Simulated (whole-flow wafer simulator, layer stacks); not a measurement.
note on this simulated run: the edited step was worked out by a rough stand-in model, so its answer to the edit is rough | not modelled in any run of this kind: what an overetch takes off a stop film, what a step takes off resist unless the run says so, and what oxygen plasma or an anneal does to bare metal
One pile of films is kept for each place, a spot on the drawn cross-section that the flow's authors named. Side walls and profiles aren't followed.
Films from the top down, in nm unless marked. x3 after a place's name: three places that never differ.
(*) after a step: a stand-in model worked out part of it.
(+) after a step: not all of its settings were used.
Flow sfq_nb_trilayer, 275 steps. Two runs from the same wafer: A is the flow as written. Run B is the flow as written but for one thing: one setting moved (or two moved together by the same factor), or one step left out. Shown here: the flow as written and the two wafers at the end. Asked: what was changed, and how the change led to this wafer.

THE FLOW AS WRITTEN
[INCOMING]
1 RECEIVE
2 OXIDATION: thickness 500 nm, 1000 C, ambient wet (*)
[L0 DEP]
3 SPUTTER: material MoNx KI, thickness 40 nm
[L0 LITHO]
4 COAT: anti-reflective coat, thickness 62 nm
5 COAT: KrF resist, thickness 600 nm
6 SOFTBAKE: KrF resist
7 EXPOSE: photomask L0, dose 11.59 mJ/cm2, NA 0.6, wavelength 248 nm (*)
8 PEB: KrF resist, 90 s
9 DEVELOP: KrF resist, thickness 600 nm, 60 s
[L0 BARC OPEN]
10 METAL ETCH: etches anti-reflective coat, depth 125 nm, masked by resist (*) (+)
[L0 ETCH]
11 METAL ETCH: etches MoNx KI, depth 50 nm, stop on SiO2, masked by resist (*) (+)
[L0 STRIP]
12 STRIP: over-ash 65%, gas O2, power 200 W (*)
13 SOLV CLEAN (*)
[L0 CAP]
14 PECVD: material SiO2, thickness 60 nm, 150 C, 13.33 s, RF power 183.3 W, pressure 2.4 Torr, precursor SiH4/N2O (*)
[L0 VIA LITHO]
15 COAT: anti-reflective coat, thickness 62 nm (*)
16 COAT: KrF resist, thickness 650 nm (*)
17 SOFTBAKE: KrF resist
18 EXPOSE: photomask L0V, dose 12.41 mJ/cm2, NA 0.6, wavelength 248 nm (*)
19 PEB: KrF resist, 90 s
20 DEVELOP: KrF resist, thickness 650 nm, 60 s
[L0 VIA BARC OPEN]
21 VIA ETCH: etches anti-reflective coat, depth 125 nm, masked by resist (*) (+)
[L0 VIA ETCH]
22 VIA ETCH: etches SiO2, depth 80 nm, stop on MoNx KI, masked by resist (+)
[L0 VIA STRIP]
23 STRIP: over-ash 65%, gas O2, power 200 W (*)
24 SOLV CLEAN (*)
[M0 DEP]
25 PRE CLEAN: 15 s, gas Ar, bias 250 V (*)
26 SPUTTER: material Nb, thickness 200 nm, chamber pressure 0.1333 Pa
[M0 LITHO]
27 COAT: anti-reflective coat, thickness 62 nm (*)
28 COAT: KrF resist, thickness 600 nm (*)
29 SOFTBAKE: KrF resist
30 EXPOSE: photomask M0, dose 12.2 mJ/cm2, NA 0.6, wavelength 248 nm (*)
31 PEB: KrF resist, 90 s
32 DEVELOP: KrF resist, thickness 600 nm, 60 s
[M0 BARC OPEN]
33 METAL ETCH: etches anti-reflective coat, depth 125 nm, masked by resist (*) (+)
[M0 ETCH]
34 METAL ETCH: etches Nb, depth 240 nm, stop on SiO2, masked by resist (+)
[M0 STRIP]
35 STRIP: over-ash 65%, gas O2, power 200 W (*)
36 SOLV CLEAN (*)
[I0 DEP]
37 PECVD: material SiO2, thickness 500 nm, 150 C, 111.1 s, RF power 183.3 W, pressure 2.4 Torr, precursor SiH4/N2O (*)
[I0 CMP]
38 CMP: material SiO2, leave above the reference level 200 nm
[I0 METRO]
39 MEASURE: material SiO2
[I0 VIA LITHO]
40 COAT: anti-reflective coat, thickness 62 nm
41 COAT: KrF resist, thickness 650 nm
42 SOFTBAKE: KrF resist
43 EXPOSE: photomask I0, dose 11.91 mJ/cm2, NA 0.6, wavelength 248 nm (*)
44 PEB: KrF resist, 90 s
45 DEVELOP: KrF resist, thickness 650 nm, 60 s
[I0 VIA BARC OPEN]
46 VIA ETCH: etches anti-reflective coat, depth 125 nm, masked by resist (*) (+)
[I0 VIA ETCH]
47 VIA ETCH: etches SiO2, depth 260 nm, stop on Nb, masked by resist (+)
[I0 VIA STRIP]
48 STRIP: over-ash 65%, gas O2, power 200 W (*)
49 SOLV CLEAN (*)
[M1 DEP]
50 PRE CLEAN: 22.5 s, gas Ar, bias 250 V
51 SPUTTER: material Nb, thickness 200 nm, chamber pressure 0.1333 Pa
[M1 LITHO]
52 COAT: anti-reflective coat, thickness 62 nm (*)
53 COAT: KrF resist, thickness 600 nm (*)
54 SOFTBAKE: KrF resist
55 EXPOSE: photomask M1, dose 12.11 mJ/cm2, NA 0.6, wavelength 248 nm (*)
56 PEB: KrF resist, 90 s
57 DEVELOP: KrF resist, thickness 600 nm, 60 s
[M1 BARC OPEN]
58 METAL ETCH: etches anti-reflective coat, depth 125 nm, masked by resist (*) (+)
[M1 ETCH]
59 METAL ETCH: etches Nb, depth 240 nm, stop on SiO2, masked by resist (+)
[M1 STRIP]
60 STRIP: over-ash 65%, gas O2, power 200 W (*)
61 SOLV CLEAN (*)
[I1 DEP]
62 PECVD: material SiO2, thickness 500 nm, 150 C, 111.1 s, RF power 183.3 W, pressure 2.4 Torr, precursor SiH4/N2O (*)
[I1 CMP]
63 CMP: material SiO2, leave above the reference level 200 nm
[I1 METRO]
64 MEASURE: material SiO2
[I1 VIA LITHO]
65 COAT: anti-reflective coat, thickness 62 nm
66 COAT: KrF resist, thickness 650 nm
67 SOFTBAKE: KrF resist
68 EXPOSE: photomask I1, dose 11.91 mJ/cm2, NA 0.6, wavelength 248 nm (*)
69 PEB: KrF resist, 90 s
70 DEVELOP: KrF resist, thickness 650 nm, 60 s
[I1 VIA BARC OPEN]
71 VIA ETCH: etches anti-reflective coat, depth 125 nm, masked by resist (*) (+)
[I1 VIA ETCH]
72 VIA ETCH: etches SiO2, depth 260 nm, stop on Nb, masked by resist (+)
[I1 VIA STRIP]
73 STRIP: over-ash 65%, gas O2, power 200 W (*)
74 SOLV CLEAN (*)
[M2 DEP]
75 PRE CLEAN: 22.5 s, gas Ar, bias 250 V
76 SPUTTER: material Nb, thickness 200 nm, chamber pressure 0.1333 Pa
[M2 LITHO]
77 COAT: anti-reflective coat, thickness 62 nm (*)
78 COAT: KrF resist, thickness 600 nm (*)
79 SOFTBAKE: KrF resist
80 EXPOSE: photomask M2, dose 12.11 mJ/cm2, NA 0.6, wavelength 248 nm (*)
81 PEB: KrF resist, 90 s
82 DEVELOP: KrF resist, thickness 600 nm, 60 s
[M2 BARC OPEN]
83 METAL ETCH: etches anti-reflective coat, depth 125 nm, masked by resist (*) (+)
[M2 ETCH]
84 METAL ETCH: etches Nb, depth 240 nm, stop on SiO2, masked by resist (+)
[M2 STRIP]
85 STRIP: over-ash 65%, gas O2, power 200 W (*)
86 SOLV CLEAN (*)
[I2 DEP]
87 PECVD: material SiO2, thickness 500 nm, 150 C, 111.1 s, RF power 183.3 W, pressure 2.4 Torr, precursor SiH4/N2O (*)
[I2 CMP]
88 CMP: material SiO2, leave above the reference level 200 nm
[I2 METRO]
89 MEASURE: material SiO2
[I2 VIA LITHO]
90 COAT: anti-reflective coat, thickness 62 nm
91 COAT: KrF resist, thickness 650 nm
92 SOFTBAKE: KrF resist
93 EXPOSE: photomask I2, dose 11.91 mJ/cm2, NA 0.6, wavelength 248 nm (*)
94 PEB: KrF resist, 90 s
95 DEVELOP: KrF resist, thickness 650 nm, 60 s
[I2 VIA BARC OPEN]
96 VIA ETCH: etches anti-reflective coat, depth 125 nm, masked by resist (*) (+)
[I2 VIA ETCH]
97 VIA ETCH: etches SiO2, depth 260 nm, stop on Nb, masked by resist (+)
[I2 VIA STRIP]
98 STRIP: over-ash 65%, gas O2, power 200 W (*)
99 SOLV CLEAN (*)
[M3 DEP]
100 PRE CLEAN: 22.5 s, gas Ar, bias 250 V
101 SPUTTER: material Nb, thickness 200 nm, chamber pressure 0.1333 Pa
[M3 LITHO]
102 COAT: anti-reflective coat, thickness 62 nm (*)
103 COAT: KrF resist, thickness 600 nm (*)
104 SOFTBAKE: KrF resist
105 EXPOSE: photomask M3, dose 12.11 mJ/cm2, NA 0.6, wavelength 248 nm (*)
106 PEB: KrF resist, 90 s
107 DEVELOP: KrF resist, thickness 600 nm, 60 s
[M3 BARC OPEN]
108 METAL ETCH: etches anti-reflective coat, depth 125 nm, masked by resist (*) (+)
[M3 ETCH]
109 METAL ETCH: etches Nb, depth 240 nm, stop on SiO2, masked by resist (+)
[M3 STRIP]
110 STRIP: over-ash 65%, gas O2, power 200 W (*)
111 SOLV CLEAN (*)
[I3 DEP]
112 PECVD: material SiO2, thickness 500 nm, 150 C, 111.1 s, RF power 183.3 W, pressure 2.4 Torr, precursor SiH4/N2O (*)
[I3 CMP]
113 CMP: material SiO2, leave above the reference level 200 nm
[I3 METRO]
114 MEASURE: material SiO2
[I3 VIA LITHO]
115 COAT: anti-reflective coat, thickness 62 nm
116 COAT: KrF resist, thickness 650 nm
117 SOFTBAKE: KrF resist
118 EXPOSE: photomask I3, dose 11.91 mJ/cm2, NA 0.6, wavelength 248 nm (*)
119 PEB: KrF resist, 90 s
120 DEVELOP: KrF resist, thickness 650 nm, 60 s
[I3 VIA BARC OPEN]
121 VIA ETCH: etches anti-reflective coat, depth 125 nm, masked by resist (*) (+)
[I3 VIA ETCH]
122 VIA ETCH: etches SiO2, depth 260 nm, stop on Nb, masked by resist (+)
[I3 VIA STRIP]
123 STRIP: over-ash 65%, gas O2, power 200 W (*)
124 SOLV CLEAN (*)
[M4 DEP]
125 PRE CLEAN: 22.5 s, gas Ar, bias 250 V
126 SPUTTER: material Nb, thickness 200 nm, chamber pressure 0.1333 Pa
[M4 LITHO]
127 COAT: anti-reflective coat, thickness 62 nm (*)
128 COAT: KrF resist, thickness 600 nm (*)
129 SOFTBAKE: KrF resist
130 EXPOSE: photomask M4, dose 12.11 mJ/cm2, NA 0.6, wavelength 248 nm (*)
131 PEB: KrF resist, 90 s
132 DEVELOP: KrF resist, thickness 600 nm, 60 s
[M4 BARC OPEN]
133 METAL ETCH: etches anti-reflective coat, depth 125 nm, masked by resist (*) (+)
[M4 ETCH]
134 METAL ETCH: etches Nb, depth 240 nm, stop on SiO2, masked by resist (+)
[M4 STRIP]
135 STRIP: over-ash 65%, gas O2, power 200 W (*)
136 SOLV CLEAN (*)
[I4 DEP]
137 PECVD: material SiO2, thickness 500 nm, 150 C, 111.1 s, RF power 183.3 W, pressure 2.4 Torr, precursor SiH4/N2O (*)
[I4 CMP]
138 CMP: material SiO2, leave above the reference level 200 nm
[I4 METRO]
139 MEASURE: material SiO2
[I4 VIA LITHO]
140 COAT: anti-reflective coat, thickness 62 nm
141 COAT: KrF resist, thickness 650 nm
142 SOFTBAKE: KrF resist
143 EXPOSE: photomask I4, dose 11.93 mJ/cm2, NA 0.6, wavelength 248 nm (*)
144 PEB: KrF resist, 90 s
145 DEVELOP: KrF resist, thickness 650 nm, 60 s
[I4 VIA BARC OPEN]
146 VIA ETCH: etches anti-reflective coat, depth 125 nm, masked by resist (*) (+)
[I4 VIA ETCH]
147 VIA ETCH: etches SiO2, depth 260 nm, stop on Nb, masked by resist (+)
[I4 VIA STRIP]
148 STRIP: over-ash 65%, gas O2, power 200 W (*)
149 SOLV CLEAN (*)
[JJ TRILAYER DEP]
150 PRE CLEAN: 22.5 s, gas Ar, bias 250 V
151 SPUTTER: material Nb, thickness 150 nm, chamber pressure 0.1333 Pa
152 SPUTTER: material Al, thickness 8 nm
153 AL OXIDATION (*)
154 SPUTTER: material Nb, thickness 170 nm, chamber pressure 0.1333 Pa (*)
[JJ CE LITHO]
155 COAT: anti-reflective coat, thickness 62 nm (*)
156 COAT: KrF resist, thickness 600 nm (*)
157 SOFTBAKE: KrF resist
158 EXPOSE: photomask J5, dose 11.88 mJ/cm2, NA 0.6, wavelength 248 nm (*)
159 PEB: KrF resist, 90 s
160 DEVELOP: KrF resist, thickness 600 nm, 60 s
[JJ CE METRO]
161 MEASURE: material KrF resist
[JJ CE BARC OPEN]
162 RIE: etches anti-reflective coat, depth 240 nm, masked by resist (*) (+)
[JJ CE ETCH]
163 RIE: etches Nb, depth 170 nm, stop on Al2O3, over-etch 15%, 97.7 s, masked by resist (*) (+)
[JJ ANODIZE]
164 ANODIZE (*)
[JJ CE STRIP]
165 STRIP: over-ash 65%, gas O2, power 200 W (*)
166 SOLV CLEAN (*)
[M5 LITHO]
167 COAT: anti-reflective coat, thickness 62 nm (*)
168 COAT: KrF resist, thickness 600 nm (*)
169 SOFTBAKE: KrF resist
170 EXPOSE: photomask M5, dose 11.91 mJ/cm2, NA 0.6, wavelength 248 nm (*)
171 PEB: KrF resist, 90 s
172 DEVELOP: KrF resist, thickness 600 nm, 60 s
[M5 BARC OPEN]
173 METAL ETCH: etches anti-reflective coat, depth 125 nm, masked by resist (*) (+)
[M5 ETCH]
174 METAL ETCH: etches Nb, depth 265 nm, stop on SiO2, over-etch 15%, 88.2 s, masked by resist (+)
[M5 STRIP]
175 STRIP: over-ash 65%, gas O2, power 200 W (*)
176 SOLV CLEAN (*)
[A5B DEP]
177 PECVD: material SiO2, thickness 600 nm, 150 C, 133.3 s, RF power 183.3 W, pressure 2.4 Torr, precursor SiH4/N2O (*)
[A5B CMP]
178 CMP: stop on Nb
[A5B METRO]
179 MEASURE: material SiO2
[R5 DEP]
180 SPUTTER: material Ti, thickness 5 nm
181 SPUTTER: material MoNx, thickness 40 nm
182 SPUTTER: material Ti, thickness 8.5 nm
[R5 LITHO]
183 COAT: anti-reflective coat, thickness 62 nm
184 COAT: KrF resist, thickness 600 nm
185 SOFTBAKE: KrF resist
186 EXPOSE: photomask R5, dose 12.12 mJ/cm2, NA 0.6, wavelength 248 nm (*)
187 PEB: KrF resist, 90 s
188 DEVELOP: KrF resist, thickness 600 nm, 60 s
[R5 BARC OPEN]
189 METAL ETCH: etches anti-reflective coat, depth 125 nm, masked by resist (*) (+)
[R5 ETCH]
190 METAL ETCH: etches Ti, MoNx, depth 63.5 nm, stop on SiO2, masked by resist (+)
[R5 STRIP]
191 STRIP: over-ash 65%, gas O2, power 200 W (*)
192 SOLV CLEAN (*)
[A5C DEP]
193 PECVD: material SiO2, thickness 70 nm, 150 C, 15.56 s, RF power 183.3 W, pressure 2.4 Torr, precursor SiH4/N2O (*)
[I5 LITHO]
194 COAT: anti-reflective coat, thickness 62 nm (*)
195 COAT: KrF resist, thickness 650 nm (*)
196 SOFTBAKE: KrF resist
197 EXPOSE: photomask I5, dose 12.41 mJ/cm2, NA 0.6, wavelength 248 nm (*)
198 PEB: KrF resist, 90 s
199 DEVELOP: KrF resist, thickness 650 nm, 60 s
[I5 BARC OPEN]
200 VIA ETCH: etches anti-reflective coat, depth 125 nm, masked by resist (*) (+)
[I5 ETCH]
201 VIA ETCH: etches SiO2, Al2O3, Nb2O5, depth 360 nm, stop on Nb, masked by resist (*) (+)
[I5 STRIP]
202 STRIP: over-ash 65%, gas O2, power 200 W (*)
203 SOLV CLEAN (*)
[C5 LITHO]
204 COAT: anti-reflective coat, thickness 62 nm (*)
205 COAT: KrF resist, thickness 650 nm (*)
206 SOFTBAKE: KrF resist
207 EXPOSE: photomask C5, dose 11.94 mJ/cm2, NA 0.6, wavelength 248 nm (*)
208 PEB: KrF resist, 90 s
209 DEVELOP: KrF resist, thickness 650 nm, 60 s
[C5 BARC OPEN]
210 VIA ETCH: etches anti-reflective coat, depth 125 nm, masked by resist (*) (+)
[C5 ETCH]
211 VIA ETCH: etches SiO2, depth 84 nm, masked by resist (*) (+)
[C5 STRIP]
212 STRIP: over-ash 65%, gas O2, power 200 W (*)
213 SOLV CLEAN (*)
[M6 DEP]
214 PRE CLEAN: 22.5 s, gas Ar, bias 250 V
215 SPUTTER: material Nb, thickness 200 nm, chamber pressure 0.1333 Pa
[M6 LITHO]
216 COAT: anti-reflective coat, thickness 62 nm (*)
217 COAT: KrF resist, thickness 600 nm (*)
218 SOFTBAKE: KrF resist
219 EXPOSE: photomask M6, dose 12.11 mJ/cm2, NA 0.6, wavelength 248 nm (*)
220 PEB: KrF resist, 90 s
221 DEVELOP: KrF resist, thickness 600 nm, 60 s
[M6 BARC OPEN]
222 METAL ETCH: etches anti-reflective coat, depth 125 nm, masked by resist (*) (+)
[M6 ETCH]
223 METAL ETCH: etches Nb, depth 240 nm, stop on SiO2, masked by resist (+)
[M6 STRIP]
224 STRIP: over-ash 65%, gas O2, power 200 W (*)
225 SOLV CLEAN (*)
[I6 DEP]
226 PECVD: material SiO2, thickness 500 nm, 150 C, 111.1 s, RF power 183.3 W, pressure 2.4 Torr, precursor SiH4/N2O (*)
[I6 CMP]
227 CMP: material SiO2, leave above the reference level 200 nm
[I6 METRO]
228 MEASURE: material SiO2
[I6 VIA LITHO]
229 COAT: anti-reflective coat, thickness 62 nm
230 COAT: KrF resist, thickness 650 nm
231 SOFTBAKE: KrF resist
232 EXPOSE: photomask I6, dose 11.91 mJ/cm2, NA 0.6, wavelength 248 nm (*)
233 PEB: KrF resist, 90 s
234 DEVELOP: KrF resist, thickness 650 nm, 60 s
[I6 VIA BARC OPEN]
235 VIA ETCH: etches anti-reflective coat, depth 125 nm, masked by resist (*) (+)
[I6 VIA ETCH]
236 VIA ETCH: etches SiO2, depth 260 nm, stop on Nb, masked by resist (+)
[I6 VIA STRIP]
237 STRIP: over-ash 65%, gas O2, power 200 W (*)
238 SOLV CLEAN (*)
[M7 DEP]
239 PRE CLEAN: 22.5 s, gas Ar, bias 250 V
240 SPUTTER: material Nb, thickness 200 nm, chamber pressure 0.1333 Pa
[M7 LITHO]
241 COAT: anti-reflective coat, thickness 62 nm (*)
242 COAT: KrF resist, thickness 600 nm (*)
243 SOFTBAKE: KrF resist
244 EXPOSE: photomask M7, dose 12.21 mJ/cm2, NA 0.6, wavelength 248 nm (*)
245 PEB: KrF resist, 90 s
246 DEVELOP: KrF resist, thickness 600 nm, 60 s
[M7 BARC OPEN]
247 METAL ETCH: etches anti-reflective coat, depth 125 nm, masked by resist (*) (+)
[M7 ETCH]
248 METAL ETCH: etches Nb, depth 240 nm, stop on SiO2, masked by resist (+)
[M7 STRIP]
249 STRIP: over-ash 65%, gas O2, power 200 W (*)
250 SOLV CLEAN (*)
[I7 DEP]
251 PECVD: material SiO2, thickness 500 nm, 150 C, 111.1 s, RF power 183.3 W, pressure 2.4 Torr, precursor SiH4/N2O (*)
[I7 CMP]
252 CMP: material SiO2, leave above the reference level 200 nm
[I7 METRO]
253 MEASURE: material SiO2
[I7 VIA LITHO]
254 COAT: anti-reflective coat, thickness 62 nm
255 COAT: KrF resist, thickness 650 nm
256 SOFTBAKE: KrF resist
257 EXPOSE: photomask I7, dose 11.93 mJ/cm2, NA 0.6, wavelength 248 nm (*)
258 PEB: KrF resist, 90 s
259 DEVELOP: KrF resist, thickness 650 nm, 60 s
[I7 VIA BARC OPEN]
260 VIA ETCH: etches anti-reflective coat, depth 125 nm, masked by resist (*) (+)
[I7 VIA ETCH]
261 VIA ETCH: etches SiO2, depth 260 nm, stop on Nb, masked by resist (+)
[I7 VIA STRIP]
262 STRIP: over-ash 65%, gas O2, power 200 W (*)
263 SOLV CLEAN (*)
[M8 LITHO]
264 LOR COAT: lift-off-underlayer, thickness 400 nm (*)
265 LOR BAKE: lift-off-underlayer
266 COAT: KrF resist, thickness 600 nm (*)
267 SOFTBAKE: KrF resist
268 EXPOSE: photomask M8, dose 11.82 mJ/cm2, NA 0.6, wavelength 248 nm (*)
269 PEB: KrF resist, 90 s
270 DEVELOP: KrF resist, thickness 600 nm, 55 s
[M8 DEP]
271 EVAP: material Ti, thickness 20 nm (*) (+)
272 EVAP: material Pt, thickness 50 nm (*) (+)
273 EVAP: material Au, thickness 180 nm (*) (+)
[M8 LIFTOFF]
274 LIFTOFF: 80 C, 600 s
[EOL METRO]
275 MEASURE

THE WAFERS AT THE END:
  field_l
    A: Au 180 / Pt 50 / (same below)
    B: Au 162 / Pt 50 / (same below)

The cause: step 273, EVAP: thickness 162 nm was run, where the flow has thickness 180 nm.
It can be read off the wafer: field_l has Au 162, and step 273 as written asks for 180 nm.

How the change led to this, step by step:
  273 EVAP: material Au, thickness 180 nm (*) (+)
      field_l, v_sur, via_wl and 103 more: A Au +180 (new film) | B Au +162 (new film)
  274 LIFTOFF: 80 C, 600 s
      p4_fl x3, p4_w1 x9, p4_g1 x2 and 60 more: A Au -180 (all of it), Pt -50 (all of it), Ti -20 (all of it), KrF resist -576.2 (all of it), lift-off-underlayer -400 (all of it) | B Au -162 (all of it), Pt -50 (all of it), Ti -20 (all of it), KrF resist -576.2 (all of it), lift-off-underlayer -400 (all of it)
      c5j, ce_r: A Au -180 (all of it), Pt -50 (all of it), Ti -20 (all of it), KrF resist -573.3 (all of it), lift-off-underlayer -399.3 (all of it) | B Au -162 (all of it), Pt -50 (all of it), Ti -20 (all of it), KrF resist -573.3 (all of it), lift-off-underlayer -399.3 (all of it)
      (and at 19 more places)
